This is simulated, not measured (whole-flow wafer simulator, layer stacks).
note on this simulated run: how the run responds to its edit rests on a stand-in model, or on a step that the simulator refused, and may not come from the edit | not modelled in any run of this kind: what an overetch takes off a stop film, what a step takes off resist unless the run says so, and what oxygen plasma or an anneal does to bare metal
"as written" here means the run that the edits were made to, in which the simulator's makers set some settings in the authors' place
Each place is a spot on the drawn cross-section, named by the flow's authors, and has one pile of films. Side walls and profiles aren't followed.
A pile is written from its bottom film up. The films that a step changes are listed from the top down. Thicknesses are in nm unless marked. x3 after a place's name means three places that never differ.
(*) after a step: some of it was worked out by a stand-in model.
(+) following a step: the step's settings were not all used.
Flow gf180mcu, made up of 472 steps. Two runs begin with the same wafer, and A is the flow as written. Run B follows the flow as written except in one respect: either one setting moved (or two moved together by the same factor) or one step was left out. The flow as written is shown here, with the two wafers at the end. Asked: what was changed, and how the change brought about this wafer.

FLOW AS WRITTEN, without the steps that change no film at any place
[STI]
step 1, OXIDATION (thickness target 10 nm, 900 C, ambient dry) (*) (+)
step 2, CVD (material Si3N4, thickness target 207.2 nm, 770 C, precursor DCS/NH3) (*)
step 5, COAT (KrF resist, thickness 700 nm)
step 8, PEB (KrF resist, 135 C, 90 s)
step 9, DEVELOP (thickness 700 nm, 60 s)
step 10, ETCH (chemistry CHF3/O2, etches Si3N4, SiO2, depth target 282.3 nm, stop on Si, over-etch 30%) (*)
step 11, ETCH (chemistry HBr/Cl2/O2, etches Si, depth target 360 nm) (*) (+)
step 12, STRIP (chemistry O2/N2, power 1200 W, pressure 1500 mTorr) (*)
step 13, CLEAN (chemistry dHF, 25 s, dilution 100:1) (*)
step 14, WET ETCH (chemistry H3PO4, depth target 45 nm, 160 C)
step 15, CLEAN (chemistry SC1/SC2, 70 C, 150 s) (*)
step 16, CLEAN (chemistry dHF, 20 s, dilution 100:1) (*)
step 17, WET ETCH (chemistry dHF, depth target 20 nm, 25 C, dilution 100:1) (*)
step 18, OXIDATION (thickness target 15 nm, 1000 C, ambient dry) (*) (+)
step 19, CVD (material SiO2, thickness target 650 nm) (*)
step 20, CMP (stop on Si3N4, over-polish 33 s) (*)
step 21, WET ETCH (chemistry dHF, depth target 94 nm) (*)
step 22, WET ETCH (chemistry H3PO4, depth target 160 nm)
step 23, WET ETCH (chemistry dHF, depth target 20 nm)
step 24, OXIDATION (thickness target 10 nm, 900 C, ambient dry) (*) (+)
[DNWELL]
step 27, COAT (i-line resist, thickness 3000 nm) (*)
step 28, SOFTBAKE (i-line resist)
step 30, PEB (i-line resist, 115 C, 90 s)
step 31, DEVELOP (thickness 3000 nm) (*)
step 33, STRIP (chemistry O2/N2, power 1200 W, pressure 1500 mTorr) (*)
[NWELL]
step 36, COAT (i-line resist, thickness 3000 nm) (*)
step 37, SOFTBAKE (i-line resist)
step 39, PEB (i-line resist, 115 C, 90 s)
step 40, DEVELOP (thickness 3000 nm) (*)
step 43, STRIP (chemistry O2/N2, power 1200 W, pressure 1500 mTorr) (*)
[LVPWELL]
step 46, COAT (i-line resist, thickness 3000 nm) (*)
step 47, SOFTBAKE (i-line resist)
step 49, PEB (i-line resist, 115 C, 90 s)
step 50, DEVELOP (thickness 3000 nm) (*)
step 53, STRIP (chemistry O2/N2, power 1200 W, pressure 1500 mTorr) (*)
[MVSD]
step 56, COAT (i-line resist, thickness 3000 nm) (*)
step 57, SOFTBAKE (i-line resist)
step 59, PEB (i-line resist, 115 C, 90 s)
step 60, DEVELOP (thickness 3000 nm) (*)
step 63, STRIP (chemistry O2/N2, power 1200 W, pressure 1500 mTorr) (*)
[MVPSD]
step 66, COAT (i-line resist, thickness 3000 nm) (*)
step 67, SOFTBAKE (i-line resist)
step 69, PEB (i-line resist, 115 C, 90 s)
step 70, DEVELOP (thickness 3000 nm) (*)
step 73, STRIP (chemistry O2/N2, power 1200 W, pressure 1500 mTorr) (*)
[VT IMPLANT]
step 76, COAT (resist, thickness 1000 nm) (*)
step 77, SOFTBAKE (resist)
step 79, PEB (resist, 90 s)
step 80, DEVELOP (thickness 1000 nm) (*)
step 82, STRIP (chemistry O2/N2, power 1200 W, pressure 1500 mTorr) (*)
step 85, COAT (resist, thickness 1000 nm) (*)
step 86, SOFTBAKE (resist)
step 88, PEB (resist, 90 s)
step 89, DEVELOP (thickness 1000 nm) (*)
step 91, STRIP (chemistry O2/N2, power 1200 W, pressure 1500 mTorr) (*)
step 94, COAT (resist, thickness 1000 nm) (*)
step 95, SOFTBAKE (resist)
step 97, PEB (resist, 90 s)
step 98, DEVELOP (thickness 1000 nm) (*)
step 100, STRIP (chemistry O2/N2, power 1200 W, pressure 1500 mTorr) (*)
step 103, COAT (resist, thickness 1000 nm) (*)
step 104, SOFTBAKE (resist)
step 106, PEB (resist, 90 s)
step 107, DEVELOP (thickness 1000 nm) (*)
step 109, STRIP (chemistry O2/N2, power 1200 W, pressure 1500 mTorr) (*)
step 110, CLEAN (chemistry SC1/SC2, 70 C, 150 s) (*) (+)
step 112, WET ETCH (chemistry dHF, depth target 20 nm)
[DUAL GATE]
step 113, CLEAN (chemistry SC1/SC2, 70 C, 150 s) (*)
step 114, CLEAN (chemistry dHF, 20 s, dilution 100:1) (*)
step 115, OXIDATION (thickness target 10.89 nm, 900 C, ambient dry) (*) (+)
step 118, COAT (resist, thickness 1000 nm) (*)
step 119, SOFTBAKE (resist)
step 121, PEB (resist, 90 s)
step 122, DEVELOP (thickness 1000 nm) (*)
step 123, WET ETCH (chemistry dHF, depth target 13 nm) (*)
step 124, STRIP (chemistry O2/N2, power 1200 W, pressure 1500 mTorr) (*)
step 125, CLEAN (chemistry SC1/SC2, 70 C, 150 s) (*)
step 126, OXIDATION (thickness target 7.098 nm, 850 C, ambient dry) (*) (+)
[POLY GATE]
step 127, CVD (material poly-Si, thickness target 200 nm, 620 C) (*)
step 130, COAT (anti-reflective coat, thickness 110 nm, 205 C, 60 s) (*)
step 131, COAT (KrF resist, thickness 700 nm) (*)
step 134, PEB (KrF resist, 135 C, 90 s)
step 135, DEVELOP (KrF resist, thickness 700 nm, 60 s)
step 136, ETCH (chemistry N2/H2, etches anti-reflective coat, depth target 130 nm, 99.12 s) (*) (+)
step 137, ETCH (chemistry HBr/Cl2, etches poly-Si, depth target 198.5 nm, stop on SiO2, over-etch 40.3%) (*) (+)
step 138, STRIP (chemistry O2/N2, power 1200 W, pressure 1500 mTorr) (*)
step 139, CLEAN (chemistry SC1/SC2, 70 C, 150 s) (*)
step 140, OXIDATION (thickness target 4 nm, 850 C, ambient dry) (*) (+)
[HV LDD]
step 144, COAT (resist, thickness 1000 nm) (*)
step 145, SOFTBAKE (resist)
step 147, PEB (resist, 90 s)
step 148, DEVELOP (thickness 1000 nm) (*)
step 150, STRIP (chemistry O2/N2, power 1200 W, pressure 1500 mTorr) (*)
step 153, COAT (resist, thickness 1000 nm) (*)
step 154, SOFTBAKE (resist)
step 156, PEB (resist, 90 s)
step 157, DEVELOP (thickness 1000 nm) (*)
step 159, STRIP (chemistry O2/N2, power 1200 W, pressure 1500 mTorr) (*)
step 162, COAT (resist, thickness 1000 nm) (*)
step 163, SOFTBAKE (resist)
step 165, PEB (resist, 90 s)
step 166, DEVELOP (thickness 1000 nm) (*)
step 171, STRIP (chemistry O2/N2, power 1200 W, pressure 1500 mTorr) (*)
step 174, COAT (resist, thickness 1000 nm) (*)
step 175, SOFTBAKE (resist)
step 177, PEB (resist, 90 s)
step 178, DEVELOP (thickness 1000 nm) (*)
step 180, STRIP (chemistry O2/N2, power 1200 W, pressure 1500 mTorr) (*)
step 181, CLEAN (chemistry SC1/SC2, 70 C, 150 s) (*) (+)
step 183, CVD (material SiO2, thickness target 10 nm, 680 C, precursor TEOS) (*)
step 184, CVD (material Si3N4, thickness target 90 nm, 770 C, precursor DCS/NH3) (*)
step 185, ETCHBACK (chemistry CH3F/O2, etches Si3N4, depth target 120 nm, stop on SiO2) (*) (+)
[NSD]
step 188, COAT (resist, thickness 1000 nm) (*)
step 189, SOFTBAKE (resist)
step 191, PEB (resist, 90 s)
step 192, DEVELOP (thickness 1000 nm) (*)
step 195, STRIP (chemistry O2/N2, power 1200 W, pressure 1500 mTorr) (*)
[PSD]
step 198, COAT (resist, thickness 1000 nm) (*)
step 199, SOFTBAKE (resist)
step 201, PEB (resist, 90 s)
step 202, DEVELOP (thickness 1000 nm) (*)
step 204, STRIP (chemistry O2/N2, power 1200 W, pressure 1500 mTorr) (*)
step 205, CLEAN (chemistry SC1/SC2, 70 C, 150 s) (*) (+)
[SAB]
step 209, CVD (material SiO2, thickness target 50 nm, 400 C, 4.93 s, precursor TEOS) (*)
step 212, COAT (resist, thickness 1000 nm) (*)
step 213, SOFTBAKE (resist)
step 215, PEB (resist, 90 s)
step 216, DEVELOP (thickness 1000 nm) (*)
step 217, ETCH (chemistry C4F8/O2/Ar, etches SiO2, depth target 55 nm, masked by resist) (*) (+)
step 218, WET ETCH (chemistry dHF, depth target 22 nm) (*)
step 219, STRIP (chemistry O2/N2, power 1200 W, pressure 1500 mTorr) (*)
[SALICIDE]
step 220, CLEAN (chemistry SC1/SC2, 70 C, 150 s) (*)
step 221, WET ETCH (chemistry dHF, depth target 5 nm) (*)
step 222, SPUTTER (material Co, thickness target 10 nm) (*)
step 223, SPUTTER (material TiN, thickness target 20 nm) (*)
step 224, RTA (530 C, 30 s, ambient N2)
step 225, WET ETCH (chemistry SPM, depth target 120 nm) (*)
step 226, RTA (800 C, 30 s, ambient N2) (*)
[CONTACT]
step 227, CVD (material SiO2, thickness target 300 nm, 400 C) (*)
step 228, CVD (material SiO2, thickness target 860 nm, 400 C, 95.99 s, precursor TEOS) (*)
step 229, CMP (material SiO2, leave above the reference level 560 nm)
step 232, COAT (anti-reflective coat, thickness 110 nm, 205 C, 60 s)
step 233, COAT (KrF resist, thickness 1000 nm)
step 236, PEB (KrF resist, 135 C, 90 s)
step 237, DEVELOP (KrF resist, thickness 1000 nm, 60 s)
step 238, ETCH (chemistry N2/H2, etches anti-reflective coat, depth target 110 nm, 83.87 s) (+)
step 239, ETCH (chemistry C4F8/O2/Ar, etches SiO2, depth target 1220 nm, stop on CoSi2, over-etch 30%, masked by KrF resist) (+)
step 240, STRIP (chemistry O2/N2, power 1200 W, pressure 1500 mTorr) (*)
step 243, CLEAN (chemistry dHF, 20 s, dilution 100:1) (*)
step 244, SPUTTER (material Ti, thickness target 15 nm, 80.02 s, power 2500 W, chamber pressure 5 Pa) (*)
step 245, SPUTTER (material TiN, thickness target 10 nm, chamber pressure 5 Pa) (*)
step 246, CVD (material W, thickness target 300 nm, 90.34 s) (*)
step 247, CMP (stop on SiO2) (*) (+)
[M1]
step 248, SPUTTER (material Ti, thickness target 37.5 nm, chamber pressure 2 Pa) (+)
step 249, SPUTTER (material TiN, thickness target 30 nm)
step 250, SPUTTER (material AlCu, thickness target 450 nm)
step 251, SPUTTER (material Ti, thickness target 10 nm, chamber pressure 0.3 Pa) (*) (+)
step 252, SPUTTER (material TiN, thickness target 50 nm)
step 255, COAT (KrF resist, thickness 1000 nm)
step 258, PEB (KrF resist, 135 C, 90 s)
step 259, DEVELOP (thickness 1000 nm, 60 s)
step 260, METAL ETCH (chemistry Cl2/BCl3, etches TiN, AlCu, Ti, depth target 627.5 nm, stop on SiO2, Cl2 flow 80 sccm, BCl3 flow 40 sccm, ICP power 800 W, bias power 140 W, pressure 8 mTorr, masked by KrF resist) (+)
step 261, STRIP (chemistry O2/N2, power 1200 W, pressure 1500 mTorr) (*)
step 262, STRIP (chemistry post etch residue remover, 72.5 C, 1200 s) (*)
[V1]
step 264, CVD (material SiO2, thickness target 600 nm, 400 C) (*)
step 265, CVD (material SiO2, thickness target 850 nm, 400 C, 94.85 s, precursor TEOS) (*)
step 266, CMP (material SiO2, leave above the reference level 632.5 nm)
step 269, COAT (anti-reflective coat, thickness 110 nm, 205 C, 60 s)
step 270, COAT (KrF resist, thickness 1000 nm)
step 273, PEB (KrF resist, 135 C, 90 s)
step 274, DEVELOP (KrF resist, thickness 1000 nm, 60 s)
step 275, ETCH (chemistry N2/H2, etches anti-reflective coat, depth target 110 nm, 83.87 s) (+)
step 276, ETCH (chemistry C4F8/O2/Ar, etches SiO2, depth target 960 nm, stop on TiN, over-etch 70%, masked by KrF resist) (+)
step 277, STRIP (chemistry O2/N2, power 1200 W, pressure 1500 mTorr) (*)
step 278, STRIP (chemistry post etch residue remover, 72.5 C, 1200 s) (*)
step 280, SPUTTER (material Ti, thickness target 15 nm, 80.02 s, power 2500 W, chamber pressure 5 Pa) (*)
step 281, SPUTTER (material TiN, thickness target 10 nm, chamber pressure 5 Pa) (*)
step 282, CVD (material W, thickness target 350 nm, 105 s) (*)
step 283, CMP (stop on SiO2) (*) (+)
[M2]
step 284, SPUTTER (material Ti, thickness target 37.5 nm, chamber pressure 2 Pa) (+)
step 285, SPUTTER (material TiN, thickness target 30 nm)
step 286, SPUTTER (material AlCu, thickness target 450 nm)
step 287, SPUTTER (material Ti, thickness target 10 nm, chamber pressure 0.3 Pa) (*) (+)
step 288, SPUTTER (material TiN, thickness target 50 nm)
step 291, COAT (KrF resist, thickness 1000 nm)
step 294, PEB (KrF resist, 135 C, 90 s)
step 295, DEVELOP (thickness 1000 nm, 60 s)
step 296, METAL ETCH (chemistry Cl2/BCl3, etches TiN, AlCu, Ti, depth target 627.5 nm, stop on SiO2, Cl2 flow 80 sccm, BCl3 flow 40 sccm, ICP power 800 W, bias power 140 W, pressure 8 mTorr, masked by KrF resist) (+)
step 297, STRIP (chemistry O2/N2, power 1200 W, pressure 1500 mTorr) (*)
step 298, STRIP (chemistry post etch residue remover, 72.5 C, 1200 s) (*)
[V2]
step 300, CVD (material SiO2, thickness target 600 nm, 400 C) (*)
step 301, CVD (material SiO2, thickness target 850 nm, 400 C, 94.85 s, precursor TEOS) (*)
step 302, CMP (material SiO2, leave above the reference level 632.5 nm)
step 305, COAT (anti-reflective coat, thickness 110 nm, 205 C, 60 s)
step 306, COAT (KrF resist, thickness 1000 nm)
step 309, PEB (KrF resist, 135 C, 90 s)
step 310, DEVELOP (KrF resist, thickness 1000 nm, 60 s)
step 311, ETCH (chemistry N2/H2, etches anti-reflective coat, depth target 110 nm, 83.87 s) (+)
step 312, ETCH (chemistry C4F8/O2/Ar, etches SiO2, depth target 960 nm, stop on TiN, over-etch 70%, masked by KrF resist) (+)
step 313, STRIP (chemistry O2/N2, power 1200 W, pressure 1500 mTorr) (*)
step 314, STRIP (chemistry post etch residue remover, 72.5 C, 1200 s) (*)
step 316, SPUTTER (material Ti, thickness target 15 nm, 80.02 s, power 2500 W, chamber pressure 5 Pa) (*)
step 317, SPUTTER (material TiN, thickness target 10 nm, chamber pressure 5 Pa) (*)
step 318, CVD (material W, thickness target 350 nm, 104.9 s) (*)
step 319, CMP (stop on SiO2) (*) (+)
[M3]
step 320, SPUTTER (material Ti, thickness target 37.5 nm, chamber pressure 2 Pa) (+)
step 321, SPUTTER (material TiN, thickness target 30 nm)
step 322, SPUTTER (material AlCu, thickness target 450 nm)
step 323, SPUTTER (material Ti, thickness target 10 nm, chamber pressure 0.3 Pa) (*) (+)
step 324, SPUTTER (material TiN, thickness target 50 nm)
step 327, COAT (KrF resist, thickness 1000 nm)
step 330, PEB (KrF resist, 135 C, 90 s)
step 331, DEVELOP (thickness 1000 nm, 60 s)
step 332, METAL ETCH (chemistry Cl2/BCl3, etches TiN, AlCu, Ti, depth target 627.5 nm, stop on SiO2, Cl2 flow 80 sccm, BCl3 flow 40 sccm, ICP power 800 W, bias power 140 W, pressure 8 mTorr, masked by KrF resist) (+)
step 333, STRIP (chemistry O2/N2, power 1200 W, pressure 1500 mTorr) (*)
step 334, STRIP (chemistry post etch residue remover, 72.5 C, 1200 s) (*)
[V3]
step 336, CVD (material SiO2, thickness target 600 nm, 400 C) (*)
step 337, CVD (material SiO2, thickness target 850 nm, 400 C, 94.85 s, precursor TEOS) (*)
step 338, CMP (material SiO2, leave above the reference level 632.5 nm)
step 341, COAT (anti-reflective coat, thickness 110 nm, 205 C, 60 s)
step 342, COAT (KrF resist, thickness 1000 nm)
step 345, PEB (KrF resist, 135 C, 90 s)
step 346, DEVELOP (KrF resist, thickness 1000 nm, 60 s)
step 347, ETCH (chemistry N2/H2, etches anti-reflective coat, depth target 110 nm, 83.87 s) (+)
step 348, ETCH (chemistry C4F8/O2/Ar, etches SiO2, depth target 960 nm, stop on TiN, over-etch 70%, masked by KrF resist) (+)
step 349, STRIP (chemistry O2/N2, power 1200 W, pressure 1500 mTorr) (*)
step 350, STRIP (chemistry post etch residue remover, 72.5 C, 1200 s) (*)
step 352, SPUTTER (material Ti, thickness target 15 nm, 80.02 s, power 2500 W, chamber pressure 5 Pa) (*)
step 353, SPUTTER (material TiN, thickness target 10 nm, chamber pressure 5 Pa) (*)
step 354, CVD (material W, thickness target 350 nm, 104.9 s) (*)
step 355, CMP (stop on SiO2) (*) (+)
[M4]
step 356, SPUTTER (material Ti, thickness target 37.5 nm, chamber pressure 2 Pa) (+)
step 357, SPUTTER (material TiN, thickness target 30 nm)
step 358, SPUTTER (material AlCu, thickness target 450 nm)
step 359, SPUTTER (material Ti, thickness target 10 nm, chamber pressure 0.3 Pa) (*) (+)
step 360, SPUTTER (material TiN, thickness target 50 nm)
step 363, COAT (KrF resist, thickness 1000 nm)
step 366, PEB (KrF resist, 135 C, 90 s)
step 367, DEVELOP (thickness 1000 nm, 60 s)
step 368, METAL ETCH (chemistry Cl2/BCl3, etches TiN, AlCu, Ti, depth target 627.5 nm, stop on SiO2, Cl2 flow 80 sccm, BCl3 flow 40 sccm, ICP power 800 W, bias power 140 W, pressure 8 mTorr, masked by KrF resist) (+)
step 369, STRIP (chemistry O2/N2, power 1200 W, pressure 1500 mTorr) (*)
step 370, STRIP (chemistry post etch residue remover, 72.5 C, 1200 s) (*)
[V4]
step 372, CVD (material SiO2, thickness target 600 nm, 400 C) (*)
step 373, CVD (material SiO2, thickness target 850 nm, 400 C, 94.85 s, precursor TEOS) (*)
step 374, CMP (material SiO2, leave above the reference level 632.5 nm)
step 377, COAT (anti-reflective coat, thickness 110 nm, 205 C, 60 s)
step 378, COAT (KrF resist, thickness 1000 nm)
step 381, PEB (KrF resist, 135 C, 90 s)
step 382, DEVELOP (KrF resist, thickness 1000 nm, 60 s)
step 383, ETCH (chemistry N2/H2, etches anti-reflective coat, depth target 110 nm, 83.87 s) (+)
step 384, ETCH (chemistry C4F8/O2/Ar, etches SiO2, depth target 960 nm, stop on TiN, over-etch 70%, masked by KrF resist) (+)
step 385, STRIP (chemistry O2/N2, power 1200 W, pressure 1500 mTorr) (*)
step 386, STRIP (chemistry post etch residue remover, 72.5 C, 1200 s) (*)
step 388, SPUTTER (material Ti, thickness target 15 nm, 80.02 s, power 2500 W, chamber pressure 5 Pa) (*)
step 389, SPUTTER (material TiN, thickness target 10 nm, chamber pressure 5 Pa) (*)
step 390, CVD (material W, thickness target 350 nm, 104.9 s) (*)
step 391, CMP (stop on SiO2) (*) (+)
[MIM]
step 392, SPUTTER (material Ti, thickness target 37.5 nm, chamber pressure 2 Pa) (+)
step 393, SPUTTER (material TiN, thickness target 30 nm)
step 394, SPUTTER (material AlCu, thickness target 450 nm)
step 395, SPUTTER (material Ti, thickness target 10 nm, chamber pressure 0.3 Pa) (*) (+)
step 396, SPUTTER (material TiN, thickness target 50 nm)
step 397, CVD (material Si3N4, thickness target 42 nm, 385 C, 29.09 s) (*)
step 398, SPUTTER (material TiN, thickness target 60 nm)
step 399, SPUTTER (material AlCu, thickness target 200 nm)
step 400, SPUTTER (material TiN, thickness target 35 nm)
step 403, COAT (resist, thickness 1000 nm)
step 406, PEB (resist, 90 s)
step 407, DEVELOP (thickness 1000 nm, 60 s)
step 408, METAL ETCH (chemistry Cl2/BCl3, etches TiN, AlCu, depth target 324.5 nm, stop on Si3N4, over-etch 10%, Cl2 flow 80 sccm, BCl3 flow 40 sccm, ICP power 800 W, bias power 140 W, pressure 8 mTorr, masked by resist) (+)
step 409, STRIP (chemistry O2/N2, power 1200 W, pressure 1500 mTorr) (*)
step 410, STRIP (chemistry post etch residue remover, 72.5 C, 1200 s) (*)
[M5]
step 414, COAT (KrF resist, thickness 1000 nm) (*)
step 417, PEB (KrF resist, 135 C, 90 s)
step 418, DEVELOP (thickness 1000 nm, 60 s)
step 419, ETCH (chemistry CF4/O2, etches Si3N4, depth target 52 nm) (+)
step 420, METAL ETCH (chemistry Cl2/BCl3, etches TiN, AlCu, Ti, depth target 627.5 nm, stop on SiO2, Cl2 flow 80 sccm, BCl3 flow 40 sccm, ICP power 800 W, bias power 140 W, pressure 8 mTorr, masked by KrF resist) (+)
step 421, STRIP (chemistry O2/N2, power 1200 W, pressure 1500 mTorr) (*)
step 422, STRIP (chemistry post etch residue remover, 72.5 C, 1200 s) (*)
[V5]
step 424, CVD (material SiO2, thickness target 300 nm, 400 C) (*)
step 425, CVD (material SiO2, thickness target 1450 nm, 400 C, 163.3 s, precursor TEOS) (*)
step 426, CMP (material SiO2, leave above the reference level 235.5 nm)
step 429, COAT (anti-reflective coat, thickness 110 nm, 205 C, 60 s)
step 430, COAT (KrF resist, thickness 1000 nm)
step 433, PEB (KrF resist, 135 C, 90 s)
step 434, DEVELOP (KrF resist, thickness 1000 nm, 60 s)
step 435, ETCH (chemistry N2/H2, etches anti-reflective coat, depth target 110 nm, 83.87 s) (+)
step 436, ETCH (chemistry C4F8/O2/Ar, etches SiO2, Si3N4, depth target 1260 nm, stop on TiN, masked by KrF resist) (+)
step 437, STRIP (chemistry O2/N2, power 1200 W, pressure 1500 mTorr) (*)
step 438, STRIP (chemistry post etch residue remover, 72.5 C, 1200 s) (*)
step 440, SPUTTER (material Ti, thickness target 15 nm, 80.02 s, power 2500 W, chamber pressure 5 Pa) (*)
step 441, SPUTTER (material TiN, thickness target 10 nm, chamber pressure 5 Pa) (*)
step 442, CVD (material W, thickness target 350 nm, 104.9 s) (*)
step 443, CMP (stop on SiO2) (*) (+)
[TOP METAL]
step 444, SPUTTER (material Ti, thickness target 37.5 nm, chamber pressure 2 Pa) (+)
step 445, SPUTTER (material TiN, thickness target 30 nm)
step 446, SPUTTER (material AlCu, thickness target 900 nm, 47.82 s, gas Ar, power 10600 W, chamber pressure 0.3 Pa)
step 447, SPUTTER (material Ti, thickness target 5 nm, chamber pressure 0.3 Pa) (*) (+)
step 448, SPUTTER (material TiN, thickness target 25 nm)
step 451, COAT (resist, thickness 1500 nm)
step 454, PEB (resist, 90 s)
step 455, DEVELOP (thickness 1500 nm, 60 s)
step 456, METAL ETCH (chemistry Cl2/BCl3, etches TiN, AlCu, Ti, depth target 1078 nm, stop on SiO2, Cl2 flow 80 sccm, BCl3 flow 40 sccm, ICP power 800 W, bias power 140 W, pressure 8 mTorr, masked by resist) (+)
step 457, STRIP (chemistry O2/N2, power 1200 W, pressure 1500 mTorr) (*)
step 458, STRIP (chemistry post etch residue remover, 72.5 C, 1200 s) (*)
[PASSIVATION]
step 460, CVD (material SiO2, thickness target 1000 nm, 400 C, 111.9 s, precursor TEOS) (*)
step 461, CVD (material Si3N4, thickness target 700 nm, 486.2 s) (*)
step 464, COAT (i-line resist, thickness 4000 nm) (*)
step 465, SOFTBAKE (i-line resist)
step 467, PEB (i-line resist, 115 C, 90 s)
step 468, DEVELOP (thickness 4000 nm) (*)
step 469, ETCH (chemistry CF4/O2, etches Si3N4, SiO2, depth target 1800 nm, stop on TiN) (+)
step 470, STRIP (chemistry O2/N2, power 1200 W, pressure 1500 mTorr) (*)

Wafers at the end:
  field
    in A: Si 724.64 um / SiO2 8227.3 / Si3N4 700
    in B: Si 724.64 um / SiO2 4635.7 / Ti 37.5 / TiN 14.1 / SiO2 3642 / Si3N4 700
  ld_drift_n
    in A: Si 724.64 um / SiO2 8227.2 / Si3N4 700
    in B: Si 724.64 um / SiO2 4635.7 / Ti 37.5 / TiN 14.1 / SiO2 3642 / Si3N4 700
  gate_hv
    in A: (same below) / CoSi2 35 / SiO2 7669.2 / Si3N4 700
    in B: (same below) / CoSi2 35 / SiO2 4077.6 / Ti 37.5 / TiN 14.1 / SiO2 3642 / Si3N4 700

The reason: step 358, SPUTTER: thickness target 552 nm was run, though the flow has thickness target 450 nm.

The path from the change to this, step by step:
  step 358, SPUTTER (material AlCu, thickness target 450 nm)
      field, field__w1, field__w2 and 108 more: A AlCu gains 450 (new film) | B AlCu gains 552 (new film)
  step 368, METAL ETCH (chemistry Cl2/BCl3, etches TiN, AlCu, Ti, depth target 627.5 nm, stop on SiO2, Cl2 flow 80 sccm, BCl3 flow 40 sccm, ICP power 800 W, bias power 140 W, pressure 8 mTorr, masked by KrF resist) (+)
      field, field__w1, field__w2 and 103 more: A TiN loses 50 (all of it), Ti loses 10 (all of it), AlCu loses 450 (all of it), TiN loses 30 (all of it), Ti loses 37.5 (all of it) | B TiN loses 50 (all of it), Ti loses 10 (all of it), AlCu loses 552 (all of it), TiN loses 15.5
  step 372, CVD (material SiO2, thickness target 600 nm, 400 C) (*)
      field, field__w1, field__w2 and 103 more: A SiO2 gains 600 | B SiO2 gains 600 (new film)
  step 374, CMP (material SiO2, leave above the reference level 632.5 nm)
      field, field__w1, field__w2 and 103 more: A SiO2 loses 300 | B SiO2 loses 249.6
With metal films that touch counted as one body, field has 1 body; the flow as written gives 0 bodies.
With metal films that touch counted as one body, ld_drift_n has 1 body; the flow as written gives 0 bodies.
With metal films that touch counted as one body, gate_hv has 2 bodies (between them, from the top down: SiO2 4077.6); the flow as written gives 1 body.
